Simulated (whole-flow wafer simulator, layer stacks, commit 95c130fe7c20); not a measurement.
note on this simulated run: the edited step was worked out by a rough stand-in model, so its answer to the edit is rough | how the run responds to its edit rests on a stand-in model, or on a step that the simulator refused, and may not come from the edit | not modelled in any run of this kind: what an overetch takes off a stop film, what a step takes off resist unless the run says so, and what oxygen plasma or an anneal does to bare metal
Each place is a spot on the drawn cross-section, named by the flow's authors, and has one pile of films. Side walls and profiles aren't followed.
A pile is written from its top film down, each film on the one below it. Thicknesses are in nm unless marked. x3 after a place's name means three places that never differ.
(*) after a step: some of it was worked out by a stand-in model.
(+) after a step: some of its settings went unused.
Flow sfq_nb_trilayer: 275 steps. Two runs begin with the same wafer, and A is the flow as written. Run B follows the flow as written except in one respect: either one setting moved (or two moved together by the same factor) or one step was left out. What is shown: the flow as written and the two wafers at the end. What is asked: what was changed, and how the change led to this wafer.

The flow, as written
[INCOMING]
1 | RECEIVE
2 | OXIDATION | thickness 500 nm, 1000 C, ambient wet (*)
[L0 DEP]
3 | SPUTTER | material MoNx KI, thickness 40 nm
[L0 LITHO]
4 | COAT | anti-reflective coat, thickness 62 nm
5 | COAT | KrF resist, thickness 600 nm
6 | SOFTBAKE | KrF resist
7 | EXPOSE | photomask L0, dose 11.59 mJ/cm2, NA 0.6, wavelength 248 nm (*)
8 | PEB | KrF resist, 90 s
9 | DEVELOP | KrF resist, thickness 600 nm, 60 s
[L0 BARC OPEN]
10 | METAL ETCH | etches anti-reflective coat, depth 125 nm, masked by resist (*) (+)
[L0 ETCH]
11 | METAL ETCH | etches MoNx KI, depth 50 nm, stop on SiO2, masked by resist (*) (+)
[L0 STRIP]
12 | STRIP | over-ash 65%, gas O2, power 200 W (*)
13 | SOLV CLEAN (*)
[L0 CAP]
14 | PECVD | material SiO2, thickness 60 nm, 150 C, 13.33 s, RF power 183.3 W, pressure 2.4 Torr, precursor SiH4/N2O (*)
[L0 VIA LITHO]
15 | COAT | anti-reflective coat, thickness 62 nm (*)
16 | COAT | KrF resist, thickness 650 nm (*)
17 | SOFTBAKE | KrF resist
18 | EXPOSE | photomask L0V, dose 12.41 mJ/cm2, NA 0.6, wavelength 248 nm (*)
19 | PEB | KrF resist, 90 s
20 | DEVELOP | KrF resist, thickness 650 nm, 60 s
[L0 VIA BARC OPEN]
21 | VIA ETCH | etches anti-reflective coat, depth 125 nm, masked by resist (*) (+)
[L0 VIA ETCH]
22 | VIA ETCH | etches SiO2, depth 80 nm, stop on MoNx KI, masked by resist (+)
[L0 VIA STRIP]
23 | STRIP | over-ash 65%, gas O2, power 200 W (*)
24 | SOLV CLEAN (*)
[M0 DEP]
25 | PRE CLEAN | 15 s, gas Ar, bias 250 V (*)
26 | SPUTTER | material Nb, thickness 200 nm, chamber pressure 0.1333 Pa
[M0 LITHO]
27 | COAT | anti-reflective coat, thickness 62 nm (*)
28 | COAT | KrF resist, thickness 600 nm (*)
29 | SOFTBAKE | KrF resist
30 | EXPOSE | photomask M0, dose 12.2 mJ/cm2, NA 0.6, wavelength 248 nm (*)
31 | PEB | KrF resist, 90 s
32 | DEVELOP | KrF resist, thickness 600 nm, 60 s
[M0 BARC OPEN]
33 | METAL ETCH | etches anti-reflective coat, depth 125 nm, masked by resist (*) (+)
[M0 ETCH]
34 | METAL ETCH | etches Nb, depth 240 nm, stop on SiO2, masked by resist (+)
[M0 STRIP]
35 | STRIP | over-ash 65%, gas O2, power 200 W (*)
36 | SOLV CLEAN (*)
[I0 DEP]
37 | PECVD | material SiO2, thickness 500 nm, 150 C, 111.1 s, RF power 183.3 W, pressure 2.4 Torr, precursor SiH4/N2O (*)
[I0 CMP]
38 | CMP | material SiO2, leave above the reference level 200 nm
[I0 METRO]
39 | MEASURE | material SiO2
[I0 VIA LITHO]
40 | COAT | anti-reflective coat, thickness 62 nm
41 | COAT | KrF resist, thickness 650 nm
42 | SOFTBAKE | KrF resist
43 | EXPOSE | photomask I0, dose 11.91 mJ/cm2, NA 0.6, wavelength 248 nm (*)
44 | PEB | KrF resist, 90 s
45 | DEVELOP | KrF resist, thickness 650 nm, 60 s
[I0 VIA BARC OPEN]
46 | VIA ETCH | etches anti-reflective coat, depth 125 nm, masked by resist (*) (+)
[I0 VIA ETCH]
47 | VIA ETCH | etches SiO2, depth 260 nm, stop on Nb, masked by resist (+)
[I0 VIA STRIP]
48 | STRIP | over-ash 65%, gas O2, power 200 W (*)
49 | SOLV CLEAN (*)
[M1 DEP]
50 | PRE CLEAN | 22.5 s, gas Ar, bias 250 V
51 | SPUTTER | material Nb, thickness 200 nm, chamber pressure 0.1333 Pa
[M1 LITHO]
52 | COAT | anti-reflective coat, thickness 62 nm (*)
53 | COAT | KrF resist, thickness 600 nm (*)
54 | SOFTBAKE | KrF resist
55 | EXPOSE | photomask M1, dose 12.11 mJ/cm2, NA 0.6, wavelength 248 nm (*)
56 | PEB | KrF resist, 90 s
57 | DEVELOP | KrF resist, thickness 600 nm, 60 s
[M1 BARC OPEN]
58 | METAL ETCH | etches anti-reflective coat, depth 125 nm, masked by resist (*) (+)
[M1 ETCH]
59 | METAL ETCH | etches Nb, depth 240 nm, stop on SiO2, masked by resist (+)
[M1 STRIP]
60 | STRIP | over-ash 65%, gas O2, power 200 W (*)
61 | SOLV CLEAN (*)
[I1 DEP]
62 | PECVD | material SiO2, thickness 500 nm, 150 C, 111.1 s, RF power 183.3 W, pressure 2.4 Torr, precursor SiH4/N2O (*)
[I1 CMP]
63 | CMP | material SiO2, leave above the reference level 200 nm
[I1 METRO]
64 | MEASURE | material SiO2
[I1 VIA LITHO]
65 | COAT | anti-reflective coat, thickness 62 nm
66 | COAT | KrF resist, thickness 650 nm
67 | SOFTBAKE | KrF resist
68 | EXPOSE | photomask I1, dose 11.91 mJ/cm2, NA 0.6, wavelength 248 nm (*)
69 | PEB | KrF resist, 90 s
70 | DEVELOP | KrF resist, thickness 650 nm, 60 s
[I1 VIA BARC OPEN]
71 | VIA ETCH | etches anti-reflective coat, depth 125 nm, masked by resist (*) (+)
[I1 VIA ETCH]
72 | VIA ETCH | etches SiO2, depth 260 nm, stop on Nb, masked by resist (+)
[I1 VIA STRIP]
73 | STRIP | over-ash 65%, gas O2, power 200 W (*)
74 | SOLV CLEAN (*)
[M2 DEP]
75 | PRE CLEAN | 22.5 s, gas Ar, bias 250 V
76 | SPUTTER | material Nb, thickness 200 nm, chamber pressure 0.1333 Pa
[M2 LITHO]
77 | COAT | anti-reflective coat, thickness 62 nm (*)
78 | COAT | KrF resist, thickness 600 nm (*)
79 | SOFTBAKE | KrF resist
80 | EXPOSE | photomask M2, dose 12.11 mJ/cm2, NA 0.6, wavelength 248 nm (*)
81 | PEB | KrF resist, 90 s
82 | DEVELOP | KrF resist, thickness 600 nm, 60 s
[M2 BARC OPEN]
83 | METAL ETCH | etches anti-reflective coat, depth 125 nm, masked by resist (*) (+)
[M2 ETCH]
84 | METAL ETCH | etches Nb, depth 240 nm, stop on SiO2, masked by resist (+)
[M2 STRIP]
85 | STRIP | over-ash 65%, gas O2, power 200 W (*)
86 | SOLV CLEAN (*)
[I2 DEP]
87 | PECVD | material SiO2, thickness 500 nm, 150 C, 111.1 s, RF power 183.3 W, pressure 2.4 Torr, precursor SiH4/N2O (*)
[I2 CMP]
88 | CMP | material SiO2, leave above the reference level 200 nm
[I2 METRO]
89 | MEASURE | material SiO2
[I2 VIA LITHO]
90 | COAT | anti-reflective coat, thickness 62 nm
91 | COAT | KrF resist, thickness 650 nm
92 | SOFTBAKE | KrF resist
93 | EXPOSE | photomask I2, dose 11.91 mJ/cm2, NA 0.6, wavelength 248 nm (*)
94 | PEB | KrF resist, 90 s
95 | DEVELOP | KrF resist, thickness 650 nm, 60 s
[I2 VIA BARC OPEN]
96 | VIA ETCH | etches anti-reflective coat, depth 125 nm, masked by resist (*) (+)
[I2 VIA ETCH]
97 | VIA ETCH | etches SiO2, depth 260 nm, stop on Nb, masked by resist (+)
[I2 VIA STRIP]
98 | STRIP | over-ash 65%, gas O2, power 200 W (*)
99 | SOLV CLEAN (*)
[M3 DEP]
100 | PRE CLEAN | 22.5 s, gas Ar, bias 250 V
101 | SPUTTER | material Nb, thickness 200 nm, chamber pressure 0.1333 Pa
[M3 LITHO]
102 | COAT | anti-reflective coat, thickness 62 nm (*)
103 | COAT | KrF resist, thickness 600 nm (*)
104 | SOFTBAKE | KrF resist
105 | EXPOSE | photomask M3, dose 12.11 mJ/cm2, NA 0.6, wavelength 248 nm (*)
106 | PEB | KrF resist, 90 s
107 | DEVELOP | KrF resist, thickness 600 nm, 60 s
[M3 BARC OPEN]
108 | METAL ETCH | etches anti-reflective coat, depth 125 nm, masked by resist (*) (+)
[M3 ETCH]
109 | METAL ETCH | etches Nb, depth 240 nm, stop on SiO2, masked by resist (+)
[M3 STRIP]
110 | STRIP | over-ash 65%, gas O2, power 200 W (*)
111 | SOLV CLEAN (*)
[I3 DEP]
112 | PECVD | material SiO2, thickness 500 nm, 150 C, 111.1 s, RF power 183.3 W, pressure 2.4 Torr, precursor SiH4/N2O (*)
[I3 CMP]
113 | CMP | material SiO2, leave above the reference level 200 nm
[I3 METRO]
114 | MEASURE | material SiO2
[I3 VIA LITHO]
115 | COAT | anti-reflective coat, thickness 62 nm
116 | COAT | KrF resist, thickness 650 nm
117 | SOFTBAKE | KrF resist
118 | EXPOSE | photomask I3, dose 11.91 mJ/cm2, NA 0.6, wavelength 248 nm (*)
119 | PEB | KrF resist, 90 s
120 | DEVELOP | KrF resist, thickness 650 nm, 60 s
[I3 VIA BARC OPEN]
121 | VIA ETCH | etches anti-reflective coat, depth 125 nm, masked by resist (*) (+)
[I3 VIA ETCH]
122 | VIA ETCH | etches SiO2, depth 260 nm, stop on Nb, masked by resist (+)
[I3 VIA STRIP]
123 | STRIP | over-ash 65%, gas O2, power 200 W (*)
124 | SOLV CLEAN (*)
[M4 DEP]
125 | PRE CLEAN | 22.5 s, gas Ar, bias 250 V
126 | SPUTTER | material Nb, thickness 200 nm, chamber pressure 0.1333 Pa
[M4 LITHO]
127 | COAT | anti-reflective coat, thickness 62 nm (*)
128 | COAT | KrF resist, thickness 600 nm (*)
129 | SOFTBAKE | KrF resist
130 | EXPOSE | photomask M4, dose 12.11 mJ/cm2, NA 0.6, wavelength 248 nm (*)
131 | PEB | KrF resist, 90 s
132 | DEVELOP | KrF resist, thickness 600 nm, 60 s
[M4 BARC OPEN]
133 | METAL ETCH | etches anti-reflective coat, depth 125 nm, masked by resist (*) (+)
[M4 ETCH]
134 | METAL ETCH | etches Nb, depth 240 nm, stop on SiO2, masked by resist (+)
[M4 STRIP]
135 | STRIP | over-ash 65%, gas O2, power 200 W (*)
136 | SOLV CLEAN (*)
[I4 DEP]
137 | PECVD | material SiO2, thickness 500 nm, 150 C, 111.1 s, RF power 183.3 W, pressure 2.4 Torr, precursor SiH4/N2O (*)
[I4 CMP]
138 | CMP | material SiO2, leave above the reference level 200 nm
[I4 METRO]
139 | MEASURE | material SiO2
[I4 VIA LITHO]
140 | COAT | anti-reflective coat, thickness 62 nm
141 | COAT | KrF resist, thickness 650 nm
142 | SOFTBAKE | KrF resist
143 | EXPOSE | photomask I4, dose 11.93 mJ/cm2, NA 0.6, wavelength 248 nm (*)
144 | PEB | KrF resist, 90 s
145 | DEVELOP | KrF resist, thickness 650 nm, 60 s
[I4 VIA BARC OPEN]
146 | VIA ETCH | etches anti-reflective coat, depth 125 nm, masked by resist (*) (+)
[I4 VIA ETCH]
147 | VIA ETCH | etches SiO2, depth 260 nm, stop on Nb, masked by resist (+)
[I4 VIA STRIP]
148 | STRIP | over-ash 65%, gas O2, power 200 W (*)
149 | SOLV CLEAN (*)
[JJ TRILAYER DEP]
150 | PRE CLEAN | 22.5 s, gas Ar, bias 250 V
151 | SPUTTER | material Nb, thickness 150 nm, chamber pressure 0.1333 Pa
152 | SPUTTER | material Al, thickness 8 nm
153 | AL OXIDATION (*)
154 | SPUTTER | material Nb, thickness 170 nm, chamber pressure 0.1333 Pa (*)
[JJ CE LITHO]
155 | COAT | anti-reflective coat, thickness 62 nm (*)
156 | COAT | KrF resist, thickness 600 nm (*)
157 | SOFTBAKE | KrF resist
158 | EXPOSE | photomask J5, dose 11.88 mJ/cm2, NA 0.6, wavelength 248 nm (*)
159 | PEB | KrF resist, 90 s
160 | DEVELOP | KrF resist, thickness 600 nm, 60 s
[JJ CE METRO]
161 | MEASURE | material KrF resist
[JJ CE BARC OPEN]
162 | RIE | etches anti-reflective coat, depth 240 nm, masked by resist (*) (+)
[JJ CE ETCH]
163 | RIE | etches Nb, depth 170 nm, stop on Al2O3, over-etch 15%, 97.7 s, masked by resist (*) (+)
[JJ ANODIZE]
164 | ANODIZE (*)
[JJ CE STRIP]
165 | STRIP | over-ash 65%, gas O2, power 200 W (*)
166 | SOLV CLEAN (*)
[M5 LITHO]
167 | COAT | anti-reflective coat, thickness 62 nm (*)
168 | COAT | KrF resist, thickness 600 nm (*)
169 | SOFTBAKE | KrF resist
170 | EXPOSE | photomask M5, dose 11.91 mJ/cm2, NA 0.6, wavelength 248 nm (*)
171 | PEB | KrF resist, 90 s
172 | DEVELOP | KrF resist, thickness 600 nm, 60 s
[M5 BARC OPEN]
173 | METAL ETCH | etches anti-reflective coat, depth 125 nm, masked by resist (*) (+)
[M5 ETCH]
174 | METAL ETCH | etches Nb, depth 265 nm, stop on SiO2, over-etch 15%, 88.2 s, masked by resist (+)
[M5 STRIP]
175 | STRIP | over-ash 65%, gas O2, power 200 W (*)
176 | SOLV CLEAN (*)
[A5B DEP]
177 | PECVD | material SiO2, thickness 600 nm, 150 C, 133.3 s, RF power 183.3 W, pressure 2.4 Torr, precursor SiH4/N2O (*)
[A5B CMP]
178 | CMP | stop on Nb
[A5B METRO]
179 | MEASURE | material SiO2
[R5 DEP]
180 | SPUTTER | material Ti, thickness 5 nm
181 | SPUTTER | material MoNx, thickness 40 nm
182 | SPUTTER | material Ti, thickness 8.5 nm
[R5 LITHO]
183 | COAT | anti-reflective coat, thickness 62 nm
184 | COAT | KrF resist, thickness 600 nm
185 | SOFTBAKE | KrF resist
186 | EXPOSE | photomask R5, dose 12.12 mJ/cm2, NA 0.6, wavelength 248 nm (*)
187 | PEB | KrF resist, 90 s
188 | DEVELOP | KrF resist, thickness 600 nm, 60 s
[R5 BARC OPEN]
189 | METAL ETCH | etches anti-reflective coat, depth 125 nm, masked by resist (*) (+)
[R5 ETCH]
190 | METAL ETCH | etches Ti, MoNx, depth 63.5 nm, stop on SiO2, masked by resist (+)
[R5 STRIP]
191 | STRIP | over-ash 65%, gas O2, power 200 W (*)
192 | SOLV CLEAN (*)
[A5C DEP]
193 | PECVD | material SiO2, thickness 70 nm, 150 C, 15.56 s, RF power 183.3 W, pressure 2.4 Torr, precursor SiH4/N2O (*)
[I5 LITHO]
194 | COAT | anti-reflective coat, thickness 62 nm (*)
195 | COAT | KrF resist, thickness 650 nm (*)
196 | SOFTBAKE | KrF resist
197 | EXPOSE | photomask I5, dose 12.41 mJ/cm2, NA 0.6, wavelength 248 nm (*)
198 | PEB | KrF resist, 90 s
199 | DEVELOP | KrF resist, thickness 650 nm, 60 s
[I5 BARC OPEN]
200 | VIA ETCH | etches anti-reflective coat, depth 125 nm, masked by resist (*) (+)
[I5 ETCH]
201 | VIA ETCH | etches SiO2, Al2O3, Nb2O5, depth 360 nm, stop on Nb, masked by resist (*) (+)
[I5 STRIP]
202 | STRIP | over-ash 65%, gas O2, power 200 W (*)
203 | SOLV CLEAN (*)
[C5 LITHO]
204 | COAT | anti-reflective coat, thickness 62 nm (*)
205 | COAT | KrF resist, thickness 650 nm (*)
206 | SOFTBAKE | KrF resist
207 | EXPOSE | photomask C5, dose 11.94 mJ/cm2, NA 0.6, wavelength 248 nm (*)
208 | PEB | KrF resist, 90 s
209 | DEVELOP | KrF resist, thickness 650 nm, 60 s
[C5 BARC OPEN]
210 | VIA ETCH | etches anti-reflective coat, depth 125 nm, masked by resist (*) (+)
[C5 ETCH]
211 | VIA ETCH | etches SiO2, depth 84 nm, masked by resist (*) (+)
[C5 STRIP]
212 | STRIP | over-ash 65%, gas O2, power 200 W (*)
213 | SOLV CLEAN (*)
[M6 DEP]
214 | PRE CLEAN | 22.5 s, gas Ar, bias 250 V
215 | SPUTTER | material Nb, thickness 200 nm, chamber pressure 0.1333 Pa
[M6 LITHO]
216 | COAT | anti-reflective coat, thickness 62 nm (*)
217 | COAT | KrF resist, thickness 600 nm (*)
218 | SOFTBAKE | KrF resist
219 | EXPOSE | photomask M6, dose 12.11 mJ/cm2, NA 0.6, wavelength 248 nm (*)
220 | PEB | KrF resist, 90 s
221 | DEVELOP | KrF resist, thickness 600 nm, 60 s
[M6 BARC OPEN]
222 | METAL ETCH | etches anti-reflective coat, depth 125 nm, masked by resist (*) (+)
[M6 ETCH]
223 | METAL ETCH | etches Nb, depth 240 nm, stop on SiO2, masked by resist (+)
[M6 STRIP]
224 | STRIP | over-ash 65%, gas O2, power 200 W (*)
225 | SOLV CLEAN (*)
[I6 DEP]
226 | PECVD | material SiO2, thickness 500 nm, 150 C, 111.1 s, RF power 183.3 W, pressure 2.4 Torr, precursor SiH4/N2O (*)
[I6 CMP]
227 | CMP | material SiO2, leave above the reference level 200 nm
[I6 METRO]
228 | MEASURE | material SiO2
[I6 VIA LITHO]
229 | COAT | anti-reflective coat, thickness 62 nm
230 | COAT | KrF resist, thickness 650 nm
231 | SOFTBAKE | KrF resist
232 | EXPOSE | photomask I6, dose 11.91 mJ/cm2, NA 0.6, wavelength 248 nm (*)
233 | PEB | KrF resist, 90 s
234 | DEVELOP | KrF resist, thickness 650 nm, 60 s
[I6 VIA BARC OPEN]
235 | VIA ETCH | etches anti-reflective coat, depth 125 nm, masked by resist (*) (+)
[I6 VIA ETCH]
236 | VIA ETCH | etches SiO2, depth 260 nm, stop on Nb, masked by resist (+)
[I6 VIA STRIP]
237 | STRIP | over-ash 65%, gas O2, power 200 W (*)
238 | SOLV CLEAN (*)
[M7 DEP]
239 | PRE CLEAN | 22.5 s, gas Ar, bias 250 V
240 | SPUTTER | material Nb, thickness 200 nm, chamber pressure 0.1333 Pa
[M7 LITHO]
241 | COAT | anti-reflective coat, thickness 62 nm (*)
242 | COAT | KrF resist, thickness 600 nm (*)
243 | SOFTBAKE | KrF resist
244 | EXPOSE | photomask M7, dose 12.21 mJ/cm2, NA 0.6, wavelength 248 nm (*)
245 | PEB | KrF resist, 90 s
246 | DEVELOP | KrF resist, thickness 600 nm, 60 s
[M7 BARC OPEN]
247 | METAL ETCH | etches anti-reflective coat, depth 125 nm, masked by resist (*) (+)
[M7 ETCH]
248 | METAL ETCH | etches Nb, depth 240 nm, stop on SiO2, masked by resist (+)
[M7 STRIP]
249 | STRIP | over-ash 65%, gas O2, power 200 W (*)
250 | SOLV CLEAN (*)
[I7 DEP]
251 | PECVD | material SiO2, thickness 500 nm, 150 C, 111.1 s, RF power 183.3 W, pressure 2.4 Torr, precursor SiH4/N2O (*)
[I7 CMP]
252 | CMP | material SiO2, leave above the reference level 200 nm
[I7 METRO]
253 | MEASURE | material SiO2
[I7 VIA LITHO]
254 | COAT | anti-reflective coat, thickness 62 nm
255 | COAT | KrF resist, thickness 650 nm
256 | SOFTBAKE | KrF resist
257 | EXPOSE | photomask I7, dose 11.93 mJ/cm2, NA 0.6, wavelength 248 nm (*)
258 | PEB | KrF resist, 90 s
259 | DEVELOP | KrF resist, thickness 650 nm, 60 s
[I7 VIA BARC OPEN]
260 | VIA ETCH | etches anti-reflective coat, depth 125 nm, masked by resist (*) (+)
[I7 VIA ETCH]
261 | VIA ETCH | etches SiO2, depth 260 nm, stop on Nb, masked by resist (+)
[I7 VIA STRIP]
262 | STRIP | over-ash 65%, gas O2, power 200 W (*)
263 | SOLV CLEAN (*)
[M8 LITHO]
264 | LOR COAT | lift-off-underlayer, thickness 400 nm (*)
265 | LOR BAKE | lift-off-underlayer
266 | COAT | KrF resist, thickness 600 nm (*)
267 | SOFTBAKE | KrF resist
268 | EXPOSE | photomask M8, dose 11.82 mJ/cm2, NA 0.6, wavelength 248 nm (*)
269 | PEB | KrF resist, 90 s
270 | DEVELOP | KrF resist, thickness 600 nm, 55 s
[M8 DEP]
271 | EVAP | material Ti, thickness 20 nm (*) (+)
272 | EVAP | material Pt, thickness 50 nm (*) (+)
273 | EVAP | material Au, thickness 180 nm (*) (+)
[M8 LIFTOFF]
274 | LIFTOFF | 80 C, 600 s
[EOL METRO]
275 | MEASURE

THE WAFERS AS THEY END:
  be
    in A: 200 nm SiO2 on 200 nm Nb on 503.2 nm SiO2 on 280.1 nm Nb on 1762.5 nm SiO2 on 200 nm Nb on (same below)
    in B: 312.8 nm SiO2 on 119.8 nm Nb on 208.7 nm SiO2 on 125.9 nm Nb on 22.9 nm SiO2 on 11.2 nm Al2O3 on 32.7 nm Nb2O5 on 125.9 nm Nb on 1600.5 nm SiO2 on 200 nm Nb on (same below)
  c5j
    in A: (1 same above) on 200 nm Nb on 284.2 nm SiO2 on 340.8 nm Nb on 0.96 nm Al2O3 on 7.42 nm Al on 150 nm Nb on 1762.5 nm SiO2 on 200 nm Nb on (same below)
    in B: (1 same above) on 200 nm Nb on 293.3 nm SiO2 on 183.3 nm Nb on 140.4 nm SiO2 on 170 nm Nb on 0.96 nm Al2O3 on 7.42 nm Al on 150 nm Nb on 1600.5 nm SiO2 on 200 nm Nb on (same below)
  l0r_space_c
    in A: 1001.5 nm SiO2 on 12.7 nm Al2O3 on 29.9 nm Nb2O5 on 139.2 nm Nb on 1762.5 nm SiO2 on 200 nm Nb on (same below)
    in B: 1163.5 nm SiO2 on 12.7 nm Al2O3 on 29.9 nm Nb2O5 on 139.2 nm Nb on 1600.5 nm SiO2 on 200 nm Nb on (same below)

The reason: step 137, PECVD: thickness 238 nm was run, while the flow as written has thickness 500 nm; step 137, PECVD: 52.78 s was run, where the flow has 111.1 s.

Step by step, how the change led to this:
  137 | PECVD | material SiO2, thickness 500 nm, 150 C, 111.1 s, RF power 183.3 W, pressure 2.4 Torr, precursor SiH4/N2O (*)
      field_l, be, be_sur and 55 more: A +500 SiO2 | B +238 SiO2
      v_sur, via_wl, via_w and 35 more: A +500 SiO2 (new film) | B +238 SiO2 (new film)
      (and at 10 other places as well)
  138 | CMP | material SiO2, leave above the reference level 200 nm
      field_l, be, be_sur and 55 more: A -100 SiO2 | B nothing
      p3_s0, p3_s1, p3_s2, p3_s3, p3_s4, p3_s5: A -157.1 SiO2 | B nothing
      (and at 42 other places as well)
  140 | COAT | anti-reflective coat, thickness 62 nm
      gap, jj_sur, moat, l0r_line_r: A +62 anti-reflective coat (new film) | B +64.3 anti-reflective coat (new film)
      ce_l, ce_r, sp_r, res: A +62 anti-reflective coat (new film) | B +64.5 anti-reflective coat (new film)
      (and at 80 other places as well)
  141 | COAT | KrF resist, thickness 650 nm
      m0r_line_l, m6r_line_l, m7r_line_l: A +650 KrF resist (new film) | B +681.6 KrF resist (new film)
      m0r_space_l, m6r_space_l, m7r_space_l: A +650 KrF resist (new film) | B +671.3 KrF resist (new film)
      (and at 79 other places as well)
  145 | DEVELOP | KrF resist, thickness 650 nm, 60 s
      via_wl: A -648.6 KrF resist (all of it) | B -584.7 KrF resist (all of it)
      via_w: A -648.6 KrF resist (all of it) | B -592.5 KrF resist (all of it)
      (and at 1 other place as well)
  146 | VIA ETCH | etches anti-reflective coat, depth 125 nm, masked by resist (*) (+)
      field_l, v_sur, via_sp and 100 more: A -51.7 KrF resist | B -41.3 KrF resist
      via_wl: A -62 anti-reflective coat (all of it), -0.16 SiO2 | B -49.3 anti-reflective coat (all of it), -0.13 SiO2
      (and at 2 other places as well)
  148 | STRIP | over-ash 65%, gas O2, power 200 W (*)
      m0r_line_l, m6r_line_l, m7r_line_l: A -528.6 KrF resist (all of it), -62 anti-reflective coat (all of it) | B -570.5 KrF resist (all of it), -62.2 anti-reflective coat (all of it)
      m0r_space_l, m6r_space_l, m7r_space_l: A -528.6 KrF resist (all of it), -62 anti-reflective coat (all of it) | B -560.2 KrF resist (all of it), -80.3 anti-reflective coat (all of it)
      (and at 89 other places as well)
  151 | SPUTTER | material Nb, thickness 150 nm, chamber pressure 0.1333 Pa
      lsp_r, l0_sur, l0v: A +150 Nb (new film) | B +143.8 Nb (new film)
      be, lsp_l: A +150 Nb (new film) | B +137.7 Nb (new film)
      (and at 1 other place as well)
  152 | SPUTTER | material Al, thickness 8 nm
      be, lsp_l: A +8 Al (new film) | B +7.34 Al (new film)
      via_v: A +8 Al (new film) | B +6.05 Al (new film)
  154 | SPUTTER | material Nb, thickness 170 nm, chamber pressure 0.1333 Pa (*)
      lsp_r, l0_sur, l0v: A +170 Nb (new film) | B +162.8 Nb (new film)
      be, lsp_l: A +170 Nb (new film) | B +154.9 Nb (new film)
      (and at 1 other place as well)
  155 | COAT | anti-reflective coat, thickness 62 nm (*)
      p3_s0, p3_s1, p3_s2, p3_s3: A +62 anti-reflective coat (new film) | B +104.3 anti-reflective coat (new film)
      p3_l1, p3_l2, p3_l3, p3_l4: A +62 anti-reflective coat (new film) | B +45 anti-reflective coat (new film)
      (and at 82 other places as well)
  156 | COAT | KrF resist, thickness 600 nm (*)
      m0r_line_l, m6r_line_l, m7r_line_l: A +600 KrF resist (new film) | B +630.3 KrF resist (new film)
      m0r_space_l, m6r_space_l, m7r_space_l: A +600 KrF resist (new film) | B +621.5 KrF resist (new film)
      (and at 77 other places as well)
  160 | DEVELOP | KrF resist, thickness 600 nm, 60 s
      m0r_line_l, m6r_line_l, m7r_line_l: A -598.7 KrF resist (all of it) | B -628.9 KrF resist (all of it)
      m0r_space_l, m6r_space_l, m7r_space_l: A -598.7 KrF resist (all of it) | B -620.2 KrF resist (all of it)
      (and at 76 other places as well)
  162 | RIE | etches anti-reflective coat, depth 240 nm, masked by resist (*) (+)
      ce_l, c5j, ce_r, wl_jj: A -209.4 KrF resist | B -202.2 KrF resist
      p3_s0, p3_s1, p3_s2, p3_s3: A -62 anti-reflective coat (all of it) | B -104.3 anti-reflective coat (all of it)
      (and at 82 other places as well)
  163 | RIE | etches Nb, depth 170 nm, stop on Al2O3, over-etch 15%, 97.7 s, masked by resist (*) (+)
      be, lsp_l: A -170 Nb (all of it), -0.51 Al2O3 | B -154.9 Nb (all of it), -0.96 Al2O3 (all of it)
      via_v: A -170 Nb (all of it), -0.51 Al2O3 | B -124.1 Nb (all of it), -0.96 Al2O3 (all of it)
      (and at 3 other places as well)
  164 | ANODIZE (*)
      be, lsp_l: A +12.2 Al2O3, +29.9 Nb2O5 (new film), -7.42 Al (all of it), -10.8 Nb | B +11.2 Al2O3 (new film), +32.7 Nb2O5 (new film), -6.76 Al (all of it), -11.8 Nb
      via_v: A +12.2 Al2O3, +29.9 Nb2O5 (new film), -7.42 Al (all of it), -10.8 Nb | B +9.03 Al2O3 (new film), +36.5 Nb2O5 (new film), -5.47 Al (all of it), -13.1 Nb
      (and at 3 other places as well)
  ... another 46 steps ...
  274 | LIFTOFF | 80 C, 600 s
      be: A -180 Au (all of it), -50 Pt (all of it), -20 Ti (all of it), -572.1 KrF resist (all of it), -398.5 lift-off-underlayer (all of it) | B -180 Au (all of it), -50 Pt (all of it), -20 Ti (all of it), -613.8 KrF resist (all of it), -720.8 lift-off-underlayer (all of it)
      be_sur: A -180 Au (all of it), -50 Pt (all of it), -20 Ti (all of it), -572.6 KrF resist (all of it), -398.9 lift-off-underlayer (all of it) | B -180 Au (all of it), -50 Pt (all of it), -20 Ti (all of it), -587.3 KrF resist (all of it), -366.3 lift-off-underlayer (all of it)
      (and at 1 other place as well)
If metal films that touch count as one body, be has 4 bodies (between them, from the top down: SiO2 208.7; SiO2 22.9 / Al2O3 11.2 / Nb2O5 32.7; SiO2 1600.5); the flow as written gives 3 bodies (between them, from the top down: SiO2 503.2; SiO2 1762.5).
If metal films that touch count as one body, c5j has 5 bodies (between them, from the top down: SiO2 293.3; SiO2 140.4; Al2O3 0.96; SiO2 1600.5); the flow as written gives 4 bodies (between them, from the top down: SiO2 284.2; Al2O3 0.96; SiO2 1762.5).
